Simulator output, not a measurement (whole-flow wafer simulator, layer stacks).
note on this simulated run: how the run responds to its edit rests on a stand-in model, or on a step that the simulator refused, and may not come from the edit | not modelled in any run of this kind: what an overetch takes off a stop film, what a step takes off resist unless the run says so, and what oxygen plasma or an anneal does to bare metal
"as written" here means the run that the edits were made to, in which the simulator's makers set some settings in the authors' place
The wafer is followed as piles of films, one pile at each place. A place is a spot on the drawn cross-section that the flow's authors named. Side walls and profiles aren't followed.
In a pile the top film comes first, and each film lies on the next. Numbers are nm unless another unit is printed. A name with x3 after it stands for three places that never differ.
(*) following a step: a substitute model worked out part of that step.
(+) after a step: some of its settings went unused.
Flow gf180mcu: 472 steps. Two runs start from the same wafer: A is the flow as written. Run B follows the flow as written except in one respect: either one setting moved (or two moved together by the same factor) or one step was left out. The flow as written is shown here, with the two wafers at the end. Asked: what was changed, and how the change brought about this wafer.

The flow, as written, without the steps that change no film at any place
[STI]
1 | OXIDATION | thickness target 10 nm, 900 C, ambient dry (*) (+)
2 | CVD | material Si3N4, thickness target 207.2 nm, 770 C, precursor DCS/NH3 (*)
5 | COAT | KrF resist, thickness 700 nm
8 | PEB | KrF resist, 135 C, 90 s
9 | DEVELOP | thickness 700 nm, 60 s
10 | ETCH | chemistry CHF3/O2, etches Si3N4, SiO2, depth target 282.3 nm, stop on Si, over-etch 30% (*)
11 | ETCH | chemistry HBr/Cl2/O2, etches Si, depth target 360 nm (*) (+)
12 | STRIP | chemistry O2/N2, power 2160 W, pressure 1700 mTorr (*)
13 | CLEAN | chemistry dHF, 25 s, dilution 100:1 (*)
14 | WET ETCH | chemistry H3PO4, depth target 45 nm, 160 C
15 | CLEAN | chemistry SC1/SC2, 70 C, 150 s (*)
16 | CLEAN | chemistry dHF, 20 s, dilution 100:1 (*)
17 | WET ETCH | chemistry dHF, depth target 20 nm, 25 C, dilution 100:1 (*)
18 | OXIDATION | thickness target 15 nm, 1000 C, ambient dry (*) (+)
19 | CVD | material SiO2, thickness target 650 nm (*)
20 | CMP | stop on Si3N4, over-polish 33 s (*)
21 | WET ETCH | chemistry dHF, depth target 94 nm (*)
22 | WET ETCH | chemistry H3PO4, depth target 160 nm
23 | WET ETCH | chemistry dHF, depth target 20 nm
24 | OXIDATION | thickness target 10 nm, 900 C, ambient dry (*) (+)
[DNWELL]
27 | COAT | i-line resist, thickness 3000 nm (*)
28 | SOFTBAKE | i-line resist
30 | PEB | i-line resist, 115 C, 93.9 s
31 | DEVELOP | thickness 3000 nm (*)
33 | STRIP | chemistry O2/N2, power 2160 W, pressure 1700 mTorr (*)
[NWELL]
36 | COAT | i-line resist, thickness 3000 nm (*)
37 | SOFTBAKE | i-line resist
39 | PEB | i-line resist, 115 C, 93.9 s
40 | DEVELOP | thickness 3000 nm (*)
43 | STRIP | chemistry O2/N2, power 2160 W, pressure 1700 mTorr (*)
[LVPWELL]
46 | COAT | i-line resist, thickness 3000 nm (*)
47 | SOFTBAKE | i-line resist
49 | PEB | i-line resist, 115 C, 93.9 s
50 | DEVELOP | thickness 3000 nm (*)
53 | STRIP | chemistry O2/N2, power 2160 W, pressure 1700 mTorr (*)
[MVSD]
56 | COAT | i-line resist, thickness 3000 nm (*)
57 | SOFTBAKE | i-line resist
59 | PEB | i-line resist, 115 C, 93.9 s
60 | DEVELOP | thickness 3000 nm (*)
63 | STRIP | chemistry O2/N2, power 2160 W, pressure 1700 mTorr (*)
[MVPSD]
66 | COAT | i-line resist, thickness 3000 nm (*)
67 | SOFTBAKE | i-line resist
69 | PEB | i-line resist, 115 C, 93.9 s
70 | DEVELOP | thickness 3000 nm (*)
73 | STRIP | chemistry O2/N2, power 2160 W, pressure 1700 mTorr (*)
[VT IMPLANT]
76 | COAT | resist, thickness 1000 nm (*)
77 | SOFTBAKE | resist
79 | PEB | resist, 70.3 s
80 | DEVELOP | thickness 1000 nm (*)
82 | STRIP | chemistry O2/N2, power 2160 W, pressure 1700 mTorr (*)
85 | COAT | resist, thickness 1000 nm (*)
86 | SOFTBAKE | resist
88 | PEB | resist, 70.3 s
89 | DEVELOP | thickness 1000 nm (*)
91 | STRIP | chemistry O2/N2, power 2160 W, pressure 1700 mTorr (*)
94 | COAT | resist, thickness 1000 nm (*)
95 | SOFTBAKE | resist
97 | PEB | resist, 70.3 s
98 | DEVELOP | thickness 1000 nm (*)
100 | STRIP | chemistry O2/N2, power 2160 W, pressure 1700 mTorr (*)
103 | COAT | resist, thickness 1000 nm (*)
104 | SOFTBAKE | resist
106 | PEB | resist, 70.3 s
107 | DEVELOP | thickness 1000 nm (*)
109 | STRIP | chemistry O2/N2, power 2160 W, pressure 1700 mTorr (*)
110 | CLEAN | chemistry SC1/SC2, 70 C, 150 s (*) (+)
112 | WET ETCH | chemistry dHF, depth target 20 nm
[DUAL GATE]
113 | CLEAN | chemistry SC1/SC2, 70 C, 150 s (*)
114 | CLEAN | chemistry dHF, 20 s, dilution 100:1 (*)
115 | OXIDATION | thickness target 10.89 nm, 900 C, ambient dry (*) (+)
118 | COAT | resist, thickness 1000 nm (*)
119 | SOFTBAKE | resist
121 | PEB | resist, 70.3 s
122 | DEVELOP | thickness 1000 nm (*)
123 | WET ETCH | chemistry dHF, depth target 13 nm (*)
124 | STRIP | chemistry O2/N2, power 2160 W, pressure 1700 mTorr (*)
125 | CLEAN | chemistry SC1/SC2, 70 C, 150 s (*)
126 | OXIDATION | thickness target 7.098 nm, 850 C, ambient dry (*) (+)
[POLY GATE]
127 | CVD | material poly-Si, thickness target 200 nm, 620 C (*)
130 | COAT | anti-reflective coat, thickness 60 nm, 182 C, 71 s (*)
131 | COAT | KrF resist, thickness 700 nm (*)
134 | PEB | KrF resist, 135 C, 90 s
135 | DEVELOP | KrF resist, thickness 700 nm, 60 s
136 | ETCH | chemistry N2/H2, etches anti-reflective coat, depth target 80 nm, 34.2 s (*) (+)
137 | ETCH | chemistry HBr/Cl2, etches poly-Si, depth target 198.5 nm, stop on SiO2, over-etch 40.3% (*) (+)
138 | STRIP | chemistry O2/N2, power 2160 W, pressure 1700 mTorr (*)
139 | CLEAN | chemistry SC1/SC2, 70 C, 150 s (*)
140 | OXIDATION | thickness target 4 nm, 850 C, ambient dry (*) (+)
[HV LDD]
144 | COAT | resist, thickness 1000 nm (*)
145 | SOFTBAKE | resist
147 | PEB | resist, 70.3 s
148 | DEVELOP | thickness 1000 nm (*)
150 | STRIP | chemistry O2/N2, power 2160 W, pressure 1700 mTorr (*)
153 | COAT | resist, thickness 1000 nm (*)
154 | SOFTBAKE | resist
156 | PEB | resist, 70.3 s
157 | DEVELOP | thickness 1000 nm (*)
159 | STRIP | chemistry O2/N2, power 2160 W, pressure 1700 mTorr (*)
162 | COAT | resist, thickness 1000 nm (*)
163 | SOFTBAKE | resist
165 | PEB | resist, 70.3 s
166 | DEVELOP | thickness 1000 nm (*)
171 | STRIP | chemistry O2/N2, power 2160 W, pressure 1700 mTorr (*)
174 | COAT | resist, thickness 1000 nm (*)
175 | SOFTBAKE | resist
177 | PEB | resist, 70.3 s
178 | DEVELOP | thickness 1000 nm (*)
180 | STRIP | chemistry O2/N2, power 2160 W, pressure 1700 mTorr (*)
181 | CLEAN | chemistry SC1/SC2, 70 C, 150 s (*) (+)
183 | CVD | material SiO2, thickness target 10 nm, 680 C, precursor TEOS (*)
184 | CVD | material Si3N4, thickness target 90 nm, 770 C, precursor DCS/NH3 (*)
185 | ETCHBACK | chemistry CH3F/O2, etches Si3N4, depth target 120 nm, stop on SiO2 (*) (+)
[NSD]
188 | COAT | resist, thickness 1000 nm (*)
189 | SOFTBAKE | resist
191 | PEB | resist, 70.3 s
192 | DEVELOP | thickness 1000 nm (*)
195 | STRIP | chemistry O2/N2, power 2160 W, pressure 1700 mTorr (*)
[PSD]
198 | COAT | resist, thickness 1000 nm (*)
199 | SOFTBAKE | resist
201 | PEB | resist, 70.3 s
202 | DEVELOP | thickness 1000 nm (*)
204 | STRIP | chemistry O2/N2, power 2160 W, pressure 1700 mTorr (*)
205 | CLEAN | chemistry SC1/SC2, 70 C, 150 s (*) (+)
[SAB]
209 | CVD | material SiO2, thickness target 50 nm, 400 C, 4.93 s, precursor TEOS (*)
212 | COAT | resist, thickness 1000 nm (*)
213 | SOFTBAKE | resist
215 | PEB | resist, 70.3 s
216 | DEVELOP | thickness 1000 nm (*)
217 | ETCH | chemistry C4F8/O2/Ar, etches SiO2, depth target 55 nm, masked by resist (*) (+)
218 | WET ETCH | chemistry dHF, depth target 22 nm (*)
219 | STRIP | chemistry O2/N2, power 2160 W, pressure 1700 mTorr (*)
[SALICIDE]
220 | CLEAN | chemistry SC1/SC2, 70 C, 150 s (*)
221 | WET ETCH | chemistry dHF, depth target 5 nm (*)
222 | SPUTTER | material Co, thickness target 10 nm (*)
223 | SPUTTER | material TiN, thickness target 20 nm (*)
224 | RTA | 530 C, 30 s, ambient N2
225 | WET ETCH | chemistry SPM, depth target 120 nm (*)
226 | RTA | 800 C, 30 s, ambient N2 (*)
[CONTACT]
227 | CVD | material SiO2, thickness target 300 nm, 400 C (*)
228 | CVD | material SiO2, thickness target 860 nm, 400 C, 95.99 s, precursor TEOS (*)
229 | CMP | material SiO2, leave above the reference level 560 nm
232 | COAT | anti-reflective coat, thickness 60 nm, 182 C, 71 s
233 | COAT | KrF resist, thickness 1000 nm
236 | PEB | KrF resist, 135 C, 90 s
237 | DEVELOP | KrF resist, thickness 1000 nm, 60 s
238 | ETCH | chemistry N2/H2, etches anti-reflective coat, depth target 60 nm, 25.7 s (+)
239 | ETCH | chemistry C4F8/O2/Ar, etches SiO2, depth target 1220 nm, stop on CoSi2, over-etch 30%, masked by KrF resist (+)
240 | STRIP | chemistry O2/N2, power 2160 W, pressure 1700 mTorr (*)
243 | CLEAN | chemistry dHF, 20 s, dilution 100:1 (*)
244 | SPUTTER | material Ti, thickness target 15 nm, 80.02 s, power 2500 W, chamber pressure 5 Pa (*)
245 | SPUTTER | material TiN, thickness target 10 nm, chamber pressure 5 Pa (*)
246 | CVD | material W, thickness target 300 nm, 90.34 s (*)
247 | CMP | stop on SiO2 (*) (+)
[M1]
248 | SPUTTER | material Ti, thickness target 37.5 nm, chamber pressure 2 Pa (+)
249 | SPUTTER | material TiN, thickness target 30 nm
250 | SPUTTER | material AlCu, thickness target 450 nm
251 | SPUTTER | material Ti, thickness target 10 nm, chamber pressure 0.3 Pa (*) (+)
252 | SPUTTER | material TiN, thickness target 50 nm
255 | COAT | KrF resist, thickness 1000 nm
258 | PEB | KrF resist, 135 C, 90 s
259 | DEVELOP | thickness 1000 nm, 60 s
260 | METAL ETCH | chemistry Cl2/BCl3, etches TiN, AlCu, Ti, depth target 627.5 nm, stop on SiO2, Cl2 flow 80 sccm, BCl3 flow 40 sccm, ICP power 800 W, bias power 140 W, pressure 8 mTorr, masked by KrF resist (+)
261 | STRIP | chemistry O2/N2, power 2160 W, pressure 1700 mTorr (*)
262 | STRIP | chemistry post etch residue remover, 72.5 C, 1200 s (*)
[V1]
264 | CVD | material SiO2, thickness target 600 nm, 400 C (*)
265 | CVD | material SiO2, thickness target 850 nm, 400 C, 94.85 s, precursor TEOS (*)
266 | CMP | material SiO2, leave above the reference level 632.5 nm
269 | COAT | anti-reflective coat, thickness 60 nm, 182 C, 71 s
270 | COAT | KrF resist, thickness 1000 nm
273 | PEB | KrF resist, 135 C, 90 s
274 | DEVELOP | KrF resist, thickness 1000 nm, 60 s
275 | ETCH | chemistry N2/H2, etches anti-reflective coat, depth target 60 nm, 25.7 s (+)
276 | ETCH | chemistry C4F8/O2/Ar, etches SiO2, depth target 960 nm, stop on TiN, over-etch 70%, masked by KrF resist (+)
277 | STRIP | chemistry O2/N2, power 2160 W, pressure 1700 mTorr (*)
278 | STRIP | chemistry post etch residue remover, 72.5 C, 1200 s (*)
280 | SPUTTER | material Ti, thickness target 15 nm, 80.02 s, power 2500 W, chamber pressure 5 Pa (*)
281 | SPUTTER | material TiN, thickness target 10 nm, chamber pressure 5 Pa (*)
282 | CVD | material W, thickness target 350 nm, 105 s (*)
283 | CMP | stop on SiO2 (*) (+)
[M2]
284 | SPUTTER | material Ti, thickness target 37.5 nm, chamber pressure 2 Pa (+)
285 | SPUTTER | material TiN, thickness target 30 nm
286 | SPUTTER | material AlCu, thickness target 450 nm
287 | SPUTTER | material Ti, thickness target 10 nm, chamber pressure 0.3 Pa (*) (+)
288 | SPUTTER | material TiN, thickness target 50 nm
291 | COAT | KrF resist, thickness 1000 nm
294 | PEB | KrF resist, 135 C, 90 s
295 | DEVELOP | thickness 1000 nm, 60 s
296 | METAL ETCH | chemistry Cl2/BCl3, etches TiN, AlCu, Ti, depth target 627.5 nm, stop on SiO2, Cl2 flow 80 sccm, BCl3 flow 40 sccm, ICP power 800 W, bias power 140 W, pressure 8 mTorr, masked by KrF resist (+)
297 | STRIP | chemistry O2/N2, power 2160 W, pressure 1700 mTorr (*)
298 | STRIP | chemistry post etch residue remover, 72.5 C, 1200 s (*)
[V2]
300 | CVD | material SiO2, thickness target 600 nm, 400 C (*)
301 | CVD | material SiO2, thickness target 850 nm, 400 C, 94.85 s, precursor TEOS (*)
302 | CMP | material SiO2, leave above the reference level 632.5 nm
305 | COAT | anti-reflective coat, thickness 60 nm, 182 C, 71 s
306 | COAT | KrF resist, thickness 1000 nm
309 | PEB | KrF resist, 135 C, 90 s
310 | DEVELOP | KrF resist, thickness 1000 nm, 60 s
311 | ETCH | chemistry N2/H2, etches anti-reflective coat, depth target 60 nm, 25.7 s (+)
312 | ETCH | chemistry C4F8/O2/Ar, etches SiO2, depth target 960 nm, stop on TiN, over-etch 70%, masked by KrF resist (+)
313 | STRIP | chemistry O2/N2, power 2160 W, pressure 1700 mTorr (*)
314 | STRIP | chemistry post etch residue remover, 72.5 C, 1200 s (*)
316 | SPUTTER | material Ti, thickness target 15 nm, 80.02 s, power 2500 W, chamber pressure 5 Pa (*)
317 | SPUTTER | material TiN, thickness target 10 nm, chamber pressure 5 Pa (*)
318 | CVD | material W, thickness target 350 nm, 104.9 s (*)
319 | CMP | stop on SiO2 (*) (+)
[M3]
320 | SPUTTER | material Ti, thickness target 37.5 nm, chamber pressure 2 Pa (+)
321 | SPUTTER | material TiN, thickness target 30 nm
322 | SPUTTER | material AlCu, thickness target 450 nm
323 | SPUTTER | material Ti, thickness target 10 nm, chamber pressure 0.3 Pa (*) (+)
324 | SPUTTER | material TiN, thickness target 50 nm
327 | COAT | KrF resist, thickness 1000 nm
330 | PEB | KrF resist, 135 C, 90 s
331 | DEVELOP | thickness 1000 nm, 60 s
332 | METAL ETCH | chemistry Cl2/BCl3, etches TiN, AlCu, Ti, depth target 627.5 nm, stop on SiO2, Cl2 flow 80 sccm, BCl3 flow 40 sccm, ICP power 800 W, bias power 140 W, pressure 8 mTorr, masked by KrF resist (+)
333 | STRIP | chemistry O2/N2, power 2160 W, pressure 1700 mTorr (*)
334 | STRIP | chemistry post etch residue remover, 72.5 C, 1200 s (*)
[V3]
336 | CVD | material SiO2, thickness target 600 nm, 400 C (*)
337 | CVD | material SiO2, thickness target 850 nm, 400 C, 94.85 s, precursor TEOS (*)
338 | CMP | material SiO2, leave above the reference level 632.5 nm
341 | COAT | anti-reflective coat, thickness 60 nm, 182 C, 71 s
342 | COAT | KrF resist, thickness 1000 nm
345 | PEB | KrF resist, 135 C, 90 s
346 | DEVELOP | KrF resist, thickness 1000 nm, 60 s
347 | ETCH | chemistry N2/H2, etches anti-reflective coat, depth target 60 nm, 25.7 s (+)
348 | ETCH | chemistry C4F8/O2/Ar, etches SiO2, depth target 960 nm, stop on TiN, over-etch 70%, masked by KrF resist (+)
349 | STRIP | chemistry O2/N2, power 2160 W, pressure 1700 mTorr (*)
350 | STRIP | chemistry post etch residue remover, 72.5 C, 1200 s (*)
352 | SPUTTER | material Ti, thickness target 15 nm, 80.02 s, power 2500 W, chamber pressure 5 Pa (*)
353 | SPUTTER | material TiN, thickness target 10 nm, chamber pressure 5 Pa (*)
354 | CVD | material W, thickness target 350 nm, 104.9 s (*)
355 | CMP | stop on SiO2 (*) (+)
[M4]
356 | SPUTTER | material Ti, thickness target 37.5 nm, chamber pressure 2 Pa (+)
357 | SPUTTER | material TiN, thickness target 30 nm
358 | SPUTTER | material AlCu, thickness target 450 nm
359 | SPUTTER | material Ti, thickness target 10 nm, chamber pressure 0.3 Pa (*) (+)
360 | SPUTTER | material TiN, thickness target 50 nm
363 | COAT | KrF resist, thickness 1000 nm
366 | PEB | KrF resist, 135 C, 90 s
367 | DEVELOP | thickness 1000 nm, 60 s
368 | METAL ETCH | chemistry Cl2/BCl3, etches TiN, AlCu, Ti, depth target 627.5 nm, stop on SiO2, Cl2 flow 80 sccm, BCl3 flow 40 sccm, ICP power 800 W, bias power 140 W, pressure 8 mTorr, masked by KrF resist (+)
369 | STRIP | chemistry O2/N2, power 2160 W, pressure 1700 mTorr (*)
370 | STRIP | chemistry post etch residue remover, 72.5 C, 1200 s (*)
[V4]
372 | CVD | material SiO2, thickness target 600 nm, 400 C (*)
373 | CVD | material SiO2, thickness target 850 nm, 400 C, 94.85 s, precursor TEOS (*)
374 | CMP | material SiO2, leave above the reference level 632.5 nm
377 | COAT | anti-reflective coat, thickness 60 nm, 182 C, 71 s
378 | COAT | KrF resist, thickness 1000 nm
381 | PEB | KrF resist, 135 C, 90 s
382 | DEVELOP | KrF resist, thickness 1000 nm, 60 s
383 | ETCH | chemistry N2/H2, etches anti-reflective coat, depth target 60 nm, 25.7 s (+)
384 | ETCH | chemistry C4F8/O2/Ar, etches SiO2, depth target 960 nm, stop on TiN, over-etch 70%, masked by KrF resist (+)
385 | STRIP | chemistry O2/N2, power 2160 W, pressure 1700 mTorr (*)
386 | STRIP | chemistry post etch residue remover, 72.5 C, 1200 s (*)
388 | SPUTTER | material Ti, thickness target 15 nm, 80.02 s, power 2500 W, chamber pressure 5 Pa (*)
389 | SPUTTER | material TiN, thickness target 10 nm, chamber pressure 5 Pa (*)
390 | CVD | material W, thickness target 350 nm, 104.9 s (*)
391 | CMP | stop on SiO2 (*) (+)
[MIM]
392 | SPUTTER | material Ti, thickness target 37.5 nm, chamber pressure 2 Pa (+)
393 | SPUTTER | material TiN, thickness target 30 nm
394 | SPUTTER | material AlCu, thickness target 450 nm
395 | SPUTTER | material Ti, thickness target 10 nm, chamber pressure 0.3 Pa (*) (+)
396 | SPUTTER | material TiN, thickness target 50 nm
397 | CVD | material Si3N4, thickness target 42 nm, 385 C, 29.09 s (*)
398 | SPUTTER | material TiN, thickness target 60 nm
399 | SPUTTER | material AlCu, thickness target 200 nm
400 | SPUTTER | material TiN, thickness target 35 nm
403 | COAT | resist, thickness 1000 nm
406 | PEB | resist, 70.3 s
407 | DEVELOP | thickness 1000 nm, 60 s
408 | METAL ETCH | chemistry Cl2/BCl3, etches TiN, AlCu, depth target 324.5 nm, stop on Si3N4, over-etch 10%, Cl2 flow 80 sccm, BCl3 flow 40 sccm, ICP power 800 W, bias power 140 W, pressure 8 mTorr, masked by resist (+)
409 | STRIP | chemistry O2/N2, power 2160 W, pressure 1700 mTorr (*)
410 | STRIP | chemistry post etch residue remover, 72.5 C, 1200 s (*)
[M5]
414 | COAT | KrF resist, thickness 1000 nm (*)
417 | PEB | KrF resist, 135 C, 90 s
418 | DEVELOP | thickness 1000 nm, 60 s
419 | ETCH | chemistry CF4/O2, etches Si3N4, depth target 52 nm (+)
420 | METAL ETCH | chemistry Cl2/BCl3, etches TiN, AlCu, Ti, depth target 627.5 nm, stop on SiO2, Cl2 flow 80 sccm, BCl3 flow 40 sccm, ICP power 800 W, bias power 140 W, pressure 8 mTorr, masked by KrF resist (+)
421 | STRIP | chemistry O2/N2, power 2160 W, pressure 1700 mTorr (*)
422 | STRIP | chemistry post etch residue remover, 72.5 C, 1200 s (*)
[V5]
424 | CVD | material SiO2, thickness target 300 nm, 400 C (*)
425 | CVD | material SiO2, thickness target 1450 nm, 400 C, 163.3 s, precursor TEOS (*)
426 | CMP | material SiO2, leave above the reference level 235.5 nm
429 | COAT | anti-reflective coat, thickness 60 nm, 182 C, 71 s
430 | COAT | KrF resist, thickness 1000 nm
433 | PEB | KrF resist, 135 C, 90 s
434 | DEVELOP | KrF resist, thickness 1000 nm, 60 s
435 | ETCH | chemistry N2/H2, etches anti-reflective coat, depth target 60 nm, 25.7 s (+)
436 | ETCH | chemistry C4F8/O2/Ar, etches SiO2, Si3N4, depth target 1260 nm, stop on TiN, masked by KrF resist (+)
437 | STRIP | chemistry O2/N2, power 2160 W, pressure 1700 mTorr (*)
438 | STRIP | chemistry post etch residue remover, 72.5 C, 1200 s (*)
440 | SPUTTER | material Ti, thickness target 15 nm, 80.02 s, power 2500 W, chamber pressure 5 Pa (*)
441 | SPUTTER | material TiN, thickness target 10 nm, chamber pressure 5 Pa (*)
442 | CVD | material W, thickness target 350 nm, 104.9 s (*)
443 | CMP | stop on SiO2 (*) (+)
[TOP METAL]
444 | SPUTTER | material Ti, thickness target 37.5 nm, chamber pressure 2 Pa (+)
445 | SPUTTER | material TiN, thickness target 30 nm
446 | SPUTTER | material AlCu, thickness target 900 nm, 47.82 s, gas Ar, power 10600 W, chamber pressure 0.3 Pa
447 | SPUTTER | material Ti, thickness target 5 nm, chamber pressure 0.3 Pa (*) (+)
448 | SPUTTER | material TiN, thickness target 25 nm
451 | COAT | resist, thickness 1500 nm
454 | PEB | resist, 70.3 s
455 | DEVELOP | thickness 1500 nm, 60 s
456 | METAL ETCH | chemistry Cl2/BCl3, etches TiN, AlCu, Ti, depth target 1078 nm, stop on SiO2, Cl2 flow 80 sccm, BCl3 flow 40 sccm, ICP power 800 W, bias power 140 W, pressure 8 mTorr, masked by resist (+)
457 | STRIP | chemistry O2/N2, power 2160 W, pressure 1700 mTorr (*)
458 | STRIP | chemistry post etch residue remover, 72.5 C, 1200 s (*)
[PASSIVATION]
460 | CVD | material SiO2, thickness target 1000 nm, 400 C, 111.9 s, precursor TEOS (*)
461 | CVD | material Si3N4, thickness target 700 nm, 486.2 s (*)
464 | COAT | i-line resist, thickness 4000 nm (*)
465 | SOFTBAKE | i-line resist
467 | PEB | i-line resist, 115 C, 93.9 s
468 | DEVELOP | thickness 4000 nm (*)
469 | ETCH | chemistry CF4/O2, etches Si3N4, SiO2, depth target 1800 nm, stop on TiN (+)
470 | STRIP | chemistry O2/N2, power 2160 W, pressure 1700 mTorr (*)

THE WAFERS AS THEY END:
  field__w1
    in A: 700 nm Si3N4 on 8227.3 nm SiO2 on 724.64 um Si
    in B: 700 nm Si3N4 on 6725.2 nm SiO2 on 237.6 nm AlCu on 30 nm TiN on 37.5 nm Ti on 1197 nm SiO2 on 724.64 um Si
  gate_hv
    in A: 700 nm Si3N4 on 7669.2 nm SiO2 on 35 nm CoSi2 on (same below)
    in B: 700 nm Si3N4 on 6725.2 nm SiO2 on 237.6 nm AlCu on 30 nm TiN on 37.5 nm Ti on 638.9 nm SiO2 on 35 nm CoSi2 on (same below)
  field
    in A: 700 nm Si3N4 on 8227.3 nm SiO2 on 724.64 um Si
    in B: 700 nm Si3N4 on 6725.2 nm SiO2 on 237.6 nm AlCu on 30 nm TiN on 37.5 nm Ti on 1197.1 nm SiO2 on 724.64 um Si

Cause: step 260, METAL ETCH: depth target 266.7 nm was run, whereas the flow has depth target 627.5 nm.

The path from the change to this, step by step:
  260 | METAL ETCH | chemistry Cl2/BCl3, etches TiN, AlCu, Ti, depth target 627.5 nm, stop on SiO2, Cl2 flow 80 sccm, BCl3 flow 40 sccm, ICP power 800 W, bias power 140 W, pressure 8 mTorr, masked by KrF resist (+)
      field, field__w1, field__w2 and 99 more: A -50 TiN (all of it), -10 Ti (all of it), -450 AlCu (all of it), -30 TiN (all of it), -37.5 Ti (all of it) | B -50 TiN (all of it), -10 Ti (all of it), -206.7 AlCu
      field__w8, contact, m1 and 6 more: A -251 KrF resist | B -106.7 KrF resist
  261 | STRIP | chemistry O2/N2, power 2160 W, pressure 1700 mTorr (*)
      field__w8, contact, m1 and 6 more: A -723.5 KrF resist (all of it) | B -867.8 KrF resist (all of it)
  262 | STRIP | chemistry post etch residue remover, 72.5 C, 1200 s (*)
      field, field__w1, field__w2 and 99 more: A nothing | B -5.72 AlCu
  264 | CVD | material SiO2, thickness target 600 nm, 400 C (*)
      field, field__w1, field__w2 and 99 more: A +600 SiO2 | B +600 SiO2 (new film)
  266 | CMP | material SiO2, leave above the reference level 632.5 nm
      field, field__w1, field__w2 and 99 more: A -300 SiO2 | B -605.1 SiO2
Taking metal films that touch as one body, field__w1 has 1 body; the flow as written gives 0 bodies.
Taking metal films that touch as one body, gate_hv has 2 bodies (between them, from the top down: SiO2 638.9); the flow as written gives 1 body.
Taking metal films that touch as one body, field has 1 body; the flow as written gives 0 bodies.
